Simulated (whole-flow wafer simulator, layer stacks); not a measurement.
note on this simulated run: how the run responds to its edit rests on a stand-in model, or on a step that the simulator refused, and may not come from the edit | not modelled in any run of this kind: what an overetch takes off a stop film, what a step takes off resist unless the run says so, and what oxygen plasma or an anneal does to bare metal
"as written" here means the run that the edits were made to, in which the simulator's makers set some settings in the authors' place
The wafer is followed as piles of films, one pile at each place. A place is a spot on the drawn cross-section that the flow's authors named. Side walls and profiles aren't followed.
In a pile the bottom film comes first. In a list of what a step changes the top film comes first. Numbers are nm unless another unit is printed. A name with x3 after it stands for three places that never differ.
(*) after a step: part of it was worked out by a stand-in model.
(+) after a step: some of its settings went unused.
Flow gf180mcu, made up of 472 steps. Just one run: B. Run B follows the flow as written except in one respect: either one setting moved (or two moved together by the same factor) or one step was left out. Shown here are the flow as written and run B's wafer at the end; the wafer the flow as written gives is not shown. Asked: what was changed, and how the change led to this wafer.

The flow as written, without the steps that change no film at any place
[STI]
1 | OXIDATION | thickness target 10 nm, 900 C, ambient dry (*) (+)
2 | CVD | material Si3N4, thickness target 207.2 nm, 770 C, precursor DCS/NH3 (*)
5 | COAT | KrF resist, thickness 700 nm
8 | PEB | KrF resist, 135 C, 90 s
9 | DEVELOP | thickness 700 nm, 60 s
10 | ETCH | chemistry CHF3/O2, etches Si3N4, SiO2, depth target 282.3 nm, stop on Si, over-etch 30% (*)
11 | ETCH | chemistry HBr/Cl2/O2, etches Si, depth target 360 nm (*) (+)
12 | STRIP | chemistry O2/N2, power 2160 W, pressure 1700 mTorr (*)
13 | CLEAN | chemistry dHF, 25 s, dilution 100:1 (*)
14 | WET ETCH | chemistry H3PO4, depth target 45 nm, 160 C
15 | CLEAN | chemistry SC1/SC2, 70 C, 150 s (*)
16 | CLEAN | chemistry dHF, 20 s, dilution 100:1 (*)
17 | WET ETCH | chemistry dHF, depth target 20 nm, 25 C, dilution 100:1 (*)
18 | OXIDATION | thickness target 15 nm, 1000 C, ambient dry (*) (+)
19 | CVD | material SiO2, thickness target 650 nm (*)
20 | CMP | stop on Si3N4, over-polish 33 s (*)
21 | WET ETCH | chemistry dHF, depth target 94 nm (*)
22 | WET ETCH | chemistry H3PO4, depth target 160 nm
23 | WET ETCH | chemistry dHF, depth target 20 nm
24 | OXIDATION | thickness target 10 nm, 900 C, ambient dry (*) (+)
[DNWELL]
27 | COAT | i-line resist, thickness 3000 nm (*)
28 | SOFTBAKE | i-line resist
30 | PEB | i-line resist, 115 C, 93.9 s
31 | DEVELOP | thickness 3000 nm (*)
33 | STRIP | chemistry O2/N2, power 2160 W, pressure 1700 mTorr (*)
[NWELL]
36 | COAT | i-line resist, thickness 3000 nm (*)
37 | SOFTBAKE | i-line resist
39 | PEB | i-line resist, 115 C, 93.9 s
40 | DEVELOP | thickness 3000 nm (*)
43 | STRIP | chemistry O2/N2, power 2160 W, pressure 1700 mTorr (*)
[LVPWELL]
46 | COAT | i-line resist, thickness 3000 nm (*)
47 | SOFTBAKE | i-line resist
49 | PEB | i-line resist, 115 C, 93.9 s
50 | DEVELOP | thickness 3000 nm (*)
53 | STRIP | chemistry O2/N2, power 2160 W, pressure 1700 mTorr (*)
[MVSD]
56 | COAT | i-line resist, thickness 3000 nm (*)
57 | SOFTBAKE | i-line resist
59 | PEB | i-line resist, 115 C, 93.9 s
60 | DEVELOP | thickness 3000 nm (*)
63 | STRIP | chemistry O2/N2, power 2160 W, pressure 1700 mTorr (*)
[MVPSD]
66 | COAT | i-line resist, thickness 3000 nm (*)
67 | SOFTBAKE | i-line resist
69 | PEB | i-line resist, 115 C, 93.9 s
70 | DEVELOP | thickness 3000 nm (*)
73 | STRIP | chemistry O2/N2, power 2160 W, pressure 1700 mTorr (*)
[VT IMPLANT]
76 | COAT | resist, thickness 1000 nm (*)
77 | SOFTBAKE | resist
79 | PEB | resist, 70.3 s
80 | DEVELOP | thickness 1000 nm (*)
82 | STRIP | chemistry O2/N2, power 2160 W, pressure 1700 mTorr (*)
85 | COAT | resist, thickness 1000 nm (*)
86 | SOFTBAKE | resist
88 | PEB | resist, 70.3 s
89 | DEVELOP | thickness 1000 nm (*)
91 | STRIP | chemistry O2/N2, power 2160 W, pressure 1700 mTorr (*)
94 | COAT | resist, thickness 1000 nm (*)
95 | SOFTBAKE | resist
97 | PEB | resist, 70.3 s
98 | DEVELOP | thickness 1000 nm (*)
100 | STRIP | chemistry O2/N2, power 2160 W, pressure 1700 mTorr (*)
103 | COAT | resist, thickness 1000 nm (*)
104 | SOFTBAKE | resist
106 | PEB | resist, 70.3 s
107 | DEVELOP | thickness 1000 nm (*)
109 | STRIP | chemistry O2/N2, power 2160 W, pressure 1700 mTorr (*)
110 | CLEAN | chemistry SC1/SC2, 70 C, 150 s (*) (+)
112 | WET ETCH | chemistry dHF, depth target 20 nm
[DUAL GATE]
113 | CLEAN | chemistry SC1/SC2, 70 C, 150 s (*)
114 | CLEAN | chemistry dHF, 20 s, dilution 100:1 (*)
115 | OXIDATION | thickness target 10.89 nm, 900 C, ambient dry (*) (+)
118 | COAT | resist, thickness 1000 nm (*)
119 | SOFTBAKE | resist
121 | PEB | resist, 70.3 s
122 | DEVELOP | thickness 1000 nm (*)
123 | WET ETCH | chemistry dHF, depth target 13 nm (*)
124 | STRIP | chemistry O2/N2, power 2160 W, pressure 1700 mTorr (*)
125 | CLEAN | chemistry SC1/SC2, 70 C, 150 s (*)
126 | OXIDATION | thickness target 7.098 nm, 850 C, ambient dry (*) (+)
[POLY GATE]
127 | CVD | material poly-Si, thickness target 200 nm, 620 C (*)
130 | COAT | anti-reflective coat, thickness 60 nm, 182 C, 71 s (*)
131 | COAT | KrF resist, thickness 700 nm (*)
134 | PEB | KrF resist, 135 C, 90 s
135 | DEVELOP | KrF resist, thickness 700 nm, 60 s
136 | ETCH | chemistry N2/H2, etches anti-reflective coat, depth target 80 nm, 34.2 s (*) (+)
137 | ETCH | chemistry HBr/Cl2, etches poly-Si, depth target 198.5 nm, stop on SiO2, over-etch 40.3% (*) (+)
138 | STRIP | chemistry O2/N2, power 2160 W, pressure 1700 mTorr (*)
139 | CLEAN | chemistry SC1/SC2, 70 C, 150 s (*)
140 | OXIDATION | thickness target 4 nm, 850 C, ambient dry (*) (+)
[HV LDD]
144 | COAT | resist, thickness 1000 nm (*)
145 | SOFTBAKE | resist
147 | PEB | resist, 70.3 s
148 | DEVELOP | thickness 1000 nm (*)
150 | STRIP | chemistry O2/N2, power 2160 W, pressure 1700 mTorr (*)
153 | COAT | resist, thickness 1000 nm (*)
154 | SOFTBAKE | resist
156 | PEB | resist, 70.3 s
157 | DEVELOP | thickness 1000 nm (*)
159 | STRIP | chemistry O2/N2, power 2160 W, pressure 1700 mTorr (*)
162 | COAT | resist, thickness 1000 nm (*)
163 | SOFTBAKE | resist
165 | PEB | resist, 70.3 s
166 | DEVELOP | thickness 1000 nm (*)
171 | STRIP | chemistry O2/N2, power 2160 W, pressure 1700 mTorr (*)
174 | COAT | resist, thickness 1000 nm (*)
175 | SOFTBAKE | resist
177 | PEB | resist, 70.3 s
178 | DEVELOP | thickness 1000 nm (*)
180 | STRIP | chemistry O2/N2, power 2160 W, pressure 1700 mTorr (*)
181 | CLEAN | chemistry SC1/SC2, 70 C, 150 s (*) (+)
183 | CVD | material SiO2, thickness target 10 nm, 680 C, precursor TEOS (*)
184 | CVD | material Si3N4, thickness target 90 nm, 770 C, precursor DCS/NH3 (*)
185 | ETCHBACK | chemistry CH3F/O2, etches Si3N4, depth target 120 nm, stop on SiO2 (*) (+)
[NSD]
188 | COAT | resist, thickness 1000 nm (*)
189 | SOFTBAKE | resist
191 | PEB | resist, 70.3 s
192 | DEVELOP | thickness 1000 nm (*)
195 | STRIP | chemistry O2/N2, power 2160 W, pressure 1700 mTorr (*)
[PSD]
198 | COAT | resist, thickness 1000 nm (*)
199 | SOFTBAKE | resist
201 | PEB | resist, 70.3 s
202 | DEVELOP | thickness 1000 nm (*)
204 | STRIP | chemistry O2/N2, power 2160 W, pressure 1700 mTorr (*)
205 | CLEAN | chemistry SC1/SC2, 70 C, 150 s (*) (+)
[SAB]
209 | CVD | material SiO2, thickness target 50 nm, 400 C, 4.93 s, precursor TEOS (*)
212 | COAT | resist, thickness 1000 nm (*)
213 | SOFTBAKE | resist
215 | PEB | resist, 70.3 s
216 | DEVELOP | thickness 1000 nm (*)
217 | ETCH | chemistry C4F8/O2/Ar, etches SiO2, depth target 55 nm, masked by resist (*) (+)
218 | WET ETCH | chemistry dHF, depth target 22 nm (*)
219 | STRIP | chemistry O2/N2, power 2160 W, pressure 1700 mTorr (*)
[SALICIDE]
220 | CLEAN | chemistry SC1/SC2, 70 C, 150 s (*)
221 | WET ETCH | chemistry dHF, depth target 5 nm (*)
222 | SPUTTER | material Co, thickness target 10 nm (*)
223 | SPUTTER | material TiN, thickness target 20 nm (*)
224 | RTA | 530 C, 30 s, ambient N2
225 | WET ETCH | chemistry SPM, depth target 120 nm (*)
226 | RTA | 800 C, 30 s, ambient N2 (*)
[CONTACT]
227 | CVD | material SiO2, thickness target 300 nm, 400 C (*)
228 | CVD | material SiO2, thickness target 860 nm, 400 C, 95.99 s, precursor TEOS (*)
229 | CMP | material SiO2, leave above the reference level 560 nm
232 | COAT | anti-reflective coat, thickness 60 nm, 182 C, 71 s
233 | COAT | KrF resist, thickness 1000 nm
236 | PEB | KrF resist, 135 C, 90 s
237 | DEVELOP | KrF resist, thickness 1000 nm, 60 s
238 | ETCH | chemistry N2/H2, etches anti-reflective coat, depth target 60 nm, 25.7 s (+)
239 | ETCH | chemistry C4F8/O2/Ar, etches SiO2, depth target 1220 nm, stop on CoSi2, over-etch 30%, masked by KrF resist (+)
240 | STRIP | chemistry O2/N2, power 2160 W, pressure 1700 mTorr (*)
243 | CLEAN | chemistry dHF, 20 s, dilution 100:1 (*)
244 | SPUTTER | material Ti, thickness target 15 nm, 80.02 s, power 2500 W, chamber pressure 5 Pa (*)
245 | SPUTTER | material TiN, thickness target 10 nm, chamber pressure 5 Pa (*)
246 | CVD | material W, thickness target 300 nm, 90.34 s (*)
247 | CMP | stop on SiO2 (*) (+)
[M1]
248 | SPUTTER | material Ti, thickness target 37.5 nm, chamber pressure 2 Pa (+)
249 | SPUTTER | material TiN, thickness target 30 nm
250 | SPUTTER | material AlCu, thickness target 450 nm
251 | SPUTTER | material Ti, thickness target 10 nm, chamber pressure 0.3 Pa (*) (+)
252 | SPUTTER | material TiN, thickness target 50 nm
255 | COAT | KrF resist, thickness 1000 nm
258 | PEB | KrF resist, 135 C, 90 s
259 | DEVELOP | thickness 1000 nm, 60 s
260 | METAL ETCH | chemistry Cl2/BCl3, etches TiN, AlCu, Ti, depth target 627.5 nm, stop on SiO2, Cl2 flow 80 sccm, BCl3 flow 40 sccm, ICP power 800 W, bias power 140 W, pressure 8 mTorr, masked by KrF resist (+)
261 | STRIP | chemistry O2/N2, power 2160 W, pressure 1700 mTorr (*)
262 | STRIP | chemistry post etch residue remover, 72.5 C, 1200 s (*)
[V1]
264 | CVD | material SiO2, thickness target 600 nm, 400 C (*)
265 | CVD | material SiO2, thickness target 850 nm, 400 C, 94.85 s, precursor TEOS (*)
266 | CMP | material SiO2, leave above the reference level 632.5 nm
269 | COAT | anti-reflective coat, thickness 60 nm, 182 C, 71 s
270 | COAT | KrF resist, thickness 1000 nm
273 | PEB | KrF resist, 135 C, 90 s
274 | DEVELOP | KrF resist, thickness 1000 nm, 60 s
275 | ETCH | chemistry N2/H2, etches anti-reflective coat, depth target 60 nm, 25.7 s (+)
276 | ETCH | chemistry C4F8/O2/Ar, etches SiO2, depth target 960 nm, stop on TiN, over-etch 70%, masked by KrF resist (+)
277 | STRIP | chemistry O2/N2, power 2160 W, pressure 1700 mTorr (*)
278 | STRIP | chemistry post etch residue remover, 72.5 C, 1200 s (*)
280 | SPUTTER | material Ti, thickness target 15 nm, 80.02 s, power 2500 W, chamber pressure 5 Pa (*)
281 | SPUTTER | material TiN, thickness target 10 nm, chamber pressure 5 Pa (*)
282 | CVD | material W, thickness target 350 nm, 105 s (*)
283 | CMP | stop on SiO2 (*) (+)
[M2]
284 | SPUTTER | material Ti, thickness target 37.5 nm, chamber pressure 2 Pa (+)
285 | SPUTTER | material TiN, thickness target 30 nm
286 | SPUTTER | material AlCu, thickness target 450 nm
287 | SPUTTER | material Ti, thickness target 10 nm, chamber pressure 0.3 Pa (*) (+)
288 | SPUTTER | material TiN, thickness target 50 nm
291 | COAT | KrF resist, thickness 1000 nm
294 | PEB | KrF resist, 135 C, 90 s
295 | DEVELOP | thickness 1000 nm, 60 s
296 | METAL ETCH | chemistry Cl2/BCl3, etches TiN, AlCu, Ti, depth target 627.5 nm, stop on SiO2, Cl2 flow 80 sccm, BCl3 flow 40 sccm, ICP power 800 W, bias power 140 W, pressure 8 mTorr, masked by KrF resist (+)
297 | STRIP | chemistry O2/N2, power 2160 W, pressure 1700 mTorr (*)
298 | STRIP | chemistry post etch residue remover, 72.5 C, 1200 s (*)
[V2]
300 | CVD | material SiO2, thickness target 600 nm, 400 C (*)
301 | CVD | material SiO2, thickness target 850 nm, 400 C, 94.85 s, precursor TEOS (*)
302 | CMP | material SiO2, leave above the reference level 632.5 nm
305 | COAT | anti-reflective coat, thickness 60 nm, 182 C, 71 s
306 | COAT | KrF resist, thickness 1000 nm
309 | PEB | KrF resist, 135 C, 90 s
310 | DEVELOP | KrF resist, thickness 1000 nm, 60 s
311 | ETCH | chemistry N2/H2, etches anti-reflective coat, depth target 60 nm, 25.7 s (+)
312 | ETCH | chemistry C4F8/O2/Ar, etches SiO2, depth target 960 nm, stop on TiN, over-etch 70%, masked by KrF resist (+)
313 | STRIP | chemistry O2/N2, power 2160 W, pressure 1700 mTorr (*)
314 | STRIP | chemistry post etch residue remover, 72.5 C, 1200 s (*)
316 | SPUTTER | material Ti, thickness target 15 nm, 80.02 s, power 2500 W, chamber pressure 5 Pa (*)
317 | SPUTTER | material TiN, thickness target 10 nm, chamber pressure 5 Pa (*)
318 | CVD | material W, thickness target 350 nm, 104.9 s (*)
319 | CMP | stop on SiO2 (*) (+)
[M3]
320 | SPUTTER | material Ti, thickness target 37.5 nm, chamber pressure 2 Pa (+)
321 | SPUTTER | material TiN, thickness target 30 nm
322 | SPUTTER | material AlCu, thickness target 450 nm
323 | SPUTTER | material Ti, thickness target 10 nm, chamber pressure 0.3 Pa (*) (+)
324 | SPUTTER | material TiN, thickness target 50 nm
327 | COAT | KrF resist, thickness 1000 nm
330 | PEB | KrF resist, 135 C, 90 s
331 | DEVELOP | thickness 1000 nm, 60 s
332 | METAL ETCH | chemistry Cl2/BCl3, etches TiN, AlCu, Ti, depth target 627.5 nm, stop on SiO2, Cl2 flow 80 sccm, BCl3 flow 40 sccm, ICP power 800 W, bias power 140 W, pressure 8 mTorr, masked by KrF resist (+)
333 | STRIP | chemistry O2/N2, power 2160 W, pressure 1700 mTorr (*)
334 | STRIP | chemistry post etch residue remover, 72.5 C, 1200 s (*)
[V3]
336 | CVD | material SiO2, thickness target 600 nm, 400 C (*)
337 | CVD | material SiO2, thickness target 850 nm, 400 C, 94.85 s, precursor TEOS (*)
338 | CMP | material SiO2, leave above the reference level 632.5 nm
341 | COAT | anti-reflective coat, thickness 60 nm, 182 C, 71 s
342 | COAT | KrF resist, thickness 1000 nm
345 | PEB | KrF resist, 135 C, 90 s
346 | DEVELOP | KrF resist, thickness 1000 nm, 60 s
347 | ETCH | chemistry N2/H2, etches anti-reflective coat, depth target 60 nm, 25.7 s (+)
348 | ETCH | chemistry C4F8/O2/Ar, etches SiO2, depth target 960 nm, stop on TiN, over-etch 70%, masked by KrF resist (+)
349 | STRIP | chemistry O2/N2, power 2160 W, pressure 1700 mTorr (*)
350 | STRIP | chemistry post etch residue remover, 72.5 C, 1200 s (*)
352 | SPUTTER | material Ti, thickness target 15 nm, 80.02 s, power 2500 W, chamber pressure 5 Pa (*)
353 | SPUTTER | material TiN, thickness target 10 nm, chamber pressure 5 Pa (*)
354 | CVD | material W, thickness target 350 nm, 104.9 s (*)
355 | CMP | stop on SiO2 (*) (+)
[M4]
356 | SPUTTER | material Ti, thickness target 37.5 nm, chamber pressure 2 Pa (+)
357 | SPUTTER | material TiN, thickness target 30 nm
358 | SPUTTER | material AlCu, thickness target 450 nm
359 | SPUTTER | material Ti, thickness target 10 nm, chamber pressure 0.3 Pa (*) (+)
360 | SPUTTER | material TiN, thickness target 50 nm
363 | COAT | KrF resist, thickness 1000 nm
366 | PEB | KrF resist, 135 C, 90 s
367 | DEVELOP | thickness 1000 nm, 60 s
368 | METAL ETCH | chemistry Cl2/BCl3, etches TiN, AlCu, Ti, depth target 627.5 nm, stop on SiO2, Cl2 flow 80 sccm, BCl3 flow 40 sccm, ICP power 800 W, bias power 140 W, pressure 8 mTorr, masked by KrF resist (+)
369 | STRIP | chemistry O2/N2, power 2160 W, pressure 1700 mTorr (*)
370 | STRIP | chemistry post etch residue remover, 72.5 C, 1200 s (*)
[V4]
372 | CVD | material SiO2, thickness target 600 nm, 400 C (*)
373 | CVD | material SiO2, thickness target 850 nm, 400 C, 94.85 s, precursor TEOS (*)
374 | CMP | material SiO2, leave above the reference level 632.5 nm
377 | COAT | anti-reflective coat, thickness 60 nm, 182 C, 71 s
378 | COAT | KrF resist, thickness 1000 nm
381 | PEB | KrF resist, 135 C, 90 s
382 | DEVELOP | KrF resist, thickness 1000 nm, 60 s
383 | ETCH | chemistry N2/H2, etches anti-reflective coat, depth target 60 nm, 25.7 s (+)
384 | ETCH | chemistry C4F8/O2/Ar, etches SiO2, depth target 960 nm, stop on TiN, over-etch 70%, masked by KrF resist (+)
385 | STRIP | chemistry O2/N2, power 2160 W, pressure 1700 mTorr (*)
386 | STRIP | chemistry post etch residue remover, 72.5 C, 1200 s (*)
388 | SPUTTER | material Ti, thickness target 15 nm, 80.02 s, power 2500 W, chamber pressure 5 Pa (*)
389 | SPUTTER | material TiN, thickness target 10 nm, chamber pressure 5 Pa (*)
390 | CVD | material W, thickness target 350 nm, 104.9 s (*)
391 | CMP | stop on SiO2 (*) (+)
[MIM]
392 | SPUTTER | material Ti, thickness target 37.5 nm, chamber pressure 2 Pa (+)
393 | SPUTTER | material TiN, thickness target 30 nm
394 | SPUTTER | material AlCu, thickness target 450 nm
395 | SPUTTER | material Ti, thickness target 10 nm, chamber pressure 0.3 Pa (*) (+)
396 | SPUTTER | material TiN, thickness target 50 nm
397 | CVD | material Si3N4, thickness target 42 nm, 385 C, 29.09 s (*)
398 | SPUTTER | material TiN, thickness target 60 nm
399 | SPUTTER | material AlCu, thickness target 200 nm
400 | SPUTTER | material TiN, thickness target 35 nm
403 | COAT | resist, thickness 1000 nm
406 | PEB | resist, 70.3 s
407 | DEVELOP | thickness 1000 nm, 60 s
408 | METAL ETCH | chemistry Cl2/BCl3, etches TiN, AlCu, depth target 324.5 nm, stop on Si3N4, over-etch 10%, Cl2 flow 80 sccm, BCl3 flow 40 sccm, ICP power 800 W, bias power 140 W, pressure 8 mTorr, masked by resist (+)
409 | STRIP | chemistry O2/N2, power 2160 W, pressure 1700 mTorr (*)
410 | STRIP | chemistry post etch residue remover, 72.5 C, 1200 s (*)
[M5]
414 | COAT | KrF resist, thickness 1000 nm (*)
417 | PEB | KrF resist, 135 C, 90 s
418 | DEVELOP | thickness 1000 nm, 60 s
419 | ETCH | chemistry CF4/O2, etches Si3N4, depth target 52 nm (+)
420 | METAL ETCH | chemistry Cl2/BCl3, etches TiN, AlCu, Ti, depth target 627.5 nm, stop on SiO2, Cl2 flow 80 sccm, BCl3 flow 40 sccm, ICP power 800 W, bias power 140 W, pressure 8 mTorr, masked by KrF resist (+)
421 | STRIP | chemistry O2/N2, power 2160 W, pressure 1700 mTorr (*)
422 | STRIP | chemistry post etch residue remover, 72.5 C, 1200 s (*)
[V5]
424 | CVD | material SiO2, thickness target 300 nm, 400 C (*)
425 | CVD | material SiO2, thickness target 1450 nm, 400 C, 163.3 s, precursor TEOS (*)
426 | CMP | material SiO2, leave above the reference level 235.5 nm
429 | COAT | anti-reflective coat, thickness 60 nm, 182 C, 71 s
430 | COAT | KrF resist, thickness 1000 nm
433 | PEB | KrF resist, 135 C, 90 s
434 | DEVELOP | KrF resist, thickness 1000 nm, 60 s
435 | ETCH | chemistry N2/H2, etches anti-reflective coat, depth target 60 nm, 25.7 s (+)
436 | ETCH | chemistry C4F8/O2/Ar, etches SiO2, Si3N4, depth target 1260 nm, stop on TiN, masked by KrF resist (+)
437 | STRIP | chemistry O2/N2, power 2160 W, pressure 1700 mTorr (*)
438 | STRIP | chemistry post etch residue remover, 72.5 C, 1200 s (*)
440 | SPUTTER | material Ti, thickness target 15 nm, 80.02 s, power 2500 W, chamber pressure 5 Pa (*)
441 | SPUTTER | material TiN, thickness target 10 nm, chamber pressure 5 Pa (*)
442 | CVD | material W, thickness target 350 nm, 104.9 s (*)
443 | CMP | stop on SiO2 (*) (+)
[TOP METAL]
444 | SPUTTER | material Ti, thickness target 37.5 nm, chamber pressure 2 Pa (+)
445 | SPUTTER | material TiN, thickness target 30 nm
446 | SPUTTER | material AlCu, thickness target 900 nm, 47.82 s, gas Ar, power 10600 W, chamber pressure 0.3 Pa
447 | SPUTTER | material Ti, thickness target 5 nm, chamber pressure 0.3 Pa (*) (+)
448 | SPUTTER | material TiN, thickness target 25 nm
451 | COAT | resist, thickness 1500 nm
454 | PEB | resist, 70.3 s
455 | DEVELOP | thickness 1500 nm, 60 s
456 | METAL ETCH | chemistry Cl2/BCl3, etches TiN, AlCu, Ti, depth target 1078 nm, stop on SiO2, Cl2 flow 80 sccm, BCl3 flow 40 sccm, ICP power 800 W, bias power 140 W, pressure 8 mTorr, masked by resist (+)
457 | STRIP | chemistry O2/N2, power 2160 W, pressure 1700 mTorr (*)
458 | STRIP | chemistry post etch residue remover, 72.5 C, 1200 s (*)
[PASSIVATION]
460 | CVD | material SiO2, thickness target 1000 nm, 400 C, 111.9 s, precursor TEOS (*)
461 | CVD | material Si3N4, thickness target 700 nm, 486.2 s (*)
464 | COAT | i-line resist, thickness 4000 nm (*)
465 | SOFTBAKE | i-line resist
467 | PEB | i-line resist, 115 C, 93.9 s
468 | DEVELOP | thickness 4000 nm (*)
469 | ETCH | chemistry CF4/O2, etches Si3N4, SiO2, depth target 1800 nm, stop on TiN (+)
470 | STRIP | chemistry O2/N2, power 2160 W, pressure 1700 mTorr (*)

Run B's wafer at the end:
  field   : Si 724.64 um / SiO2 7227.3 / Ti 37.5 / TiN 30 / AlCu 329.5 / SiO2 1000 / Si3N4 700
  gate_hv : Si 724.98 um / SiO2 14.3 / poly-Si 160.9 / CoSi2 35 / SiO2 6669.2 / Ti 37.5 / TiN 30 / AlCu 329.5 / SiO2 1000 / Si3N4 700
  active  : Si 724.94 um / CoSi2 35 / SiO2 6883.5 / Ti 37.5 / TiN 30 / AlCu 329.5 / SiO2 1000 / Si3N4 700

The reason: step 446, SPUTTER: 72.93 s was run, whereas the flow has 47.82 s.

How this came from the change, step by step:
  446 | SPUTTER | material AlCu, thickness target 900 nm, 47.82 s, gas Ar, power 10600 W, chamber pressure 0.3 Pa
      field, field__w1, field__w2 and 109 more: AlCu gains 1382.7 (new film) (it would be, as written: AlCu gains 900 (new film))
  456 | METAL ETCH | chemistry Cl2/BCl3, etches TiN, AlCu, Ti, depth target 1078 nm, stop on SiO2, Cl2 flow 80 sccm, BCl3 flow 40 sccm, ICP power 800 W, bias power 140 W, pressure 8 mTorr, masked by resist (+)
      field, field__w1, field__w2 and 103 more: TiN loses 25 (all of it), Ti loses 5 (all of it), AlCu loses 1047.5 (it would be, as written: TiN loses 25 (all of it), Ti loses 5 (all of it), AlCu loses 900 (all of it), TiN loses 30 (all of it), Ti loses 37.5 (all of it))
  458 | STRIP | chemistry post etch residue remover, 72.5 C, 1200 s (*)
      field, field__w1, field__w2 and 103 more: AlCu loses 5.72 (it would be, as written: nothing)
  460 | CVD | material SiO2, thickness target 1000 nm, 400 C, 111.9 s, precursor TEOS (*)
      field, field__w1, field__w2 and 103 more: SiO2 gains 1000 (new film) (it would be, as written: SiO2 gains 1000)
  464 | COAT | i-line resist, thickness 4000 nm (*)
      field__w8: i-line resist gains 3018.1 (new film) (it would be, as written: i-line resist gains 3093.1 (new film))
      contact: i-line resist gains 3059.2 (new film) (it would be, as written: i-line resist gains 3153.6 (new film))
      (also at 4 further places)
  465 | SOFTBAKE | i-line resist
      ld_acc_p, ld_fp_p, ld_drift_p: i-line resist gains 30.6 (it would be, as written: i-line resist gains 33.8)
      field__w1: i-line resist loses 16 (it would be, as written: i-line resist loses 14.6)
      (also at 56 further places)
  467 | PEB | i-line resist, 115 C, 93.9 s
      field__w8, m1__w1: i-line resist loses 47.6 (it would be, as written: i-line resist loses 49.2)
      contact, m1: i-line resist loses 47.9 (it would be, as written: i-line resist loses 49.6)
      (also at 2 further places)
  468 | DEVELOP | thickness 4000 nm (*)
      pad: i-line resist loses 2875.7 (all of it) (it would be, as written: i-line resist loses 2960.4 (all of it))
  470 | STRIP | chemistry O2/N2, power 2160 W, pressure 1700 mTorr (*)
      field__w8: i-line resist loses 1694 (all of it) (it would be, as written: i-line resist loses 1775.9 (all of it))
      contact: i-line resist loses 1709.2 (all of it) (it would be, as written: i-line resist loses 1798.3 (all of it))
      (also at 3 further places)
If metal films that touch count as one body, field has 1 body; the flow as written gives 0 bodies.
If metal films that touch count as one body, gate_hv has 2 bodies (between them, from the top down: SiO2 6669.2); the flow as written gives 1 body.
If metal films that touch count as one body, active has 2 bodies (between them, from the top down: SiO2 6883.5); the flow as written gives 1 body.
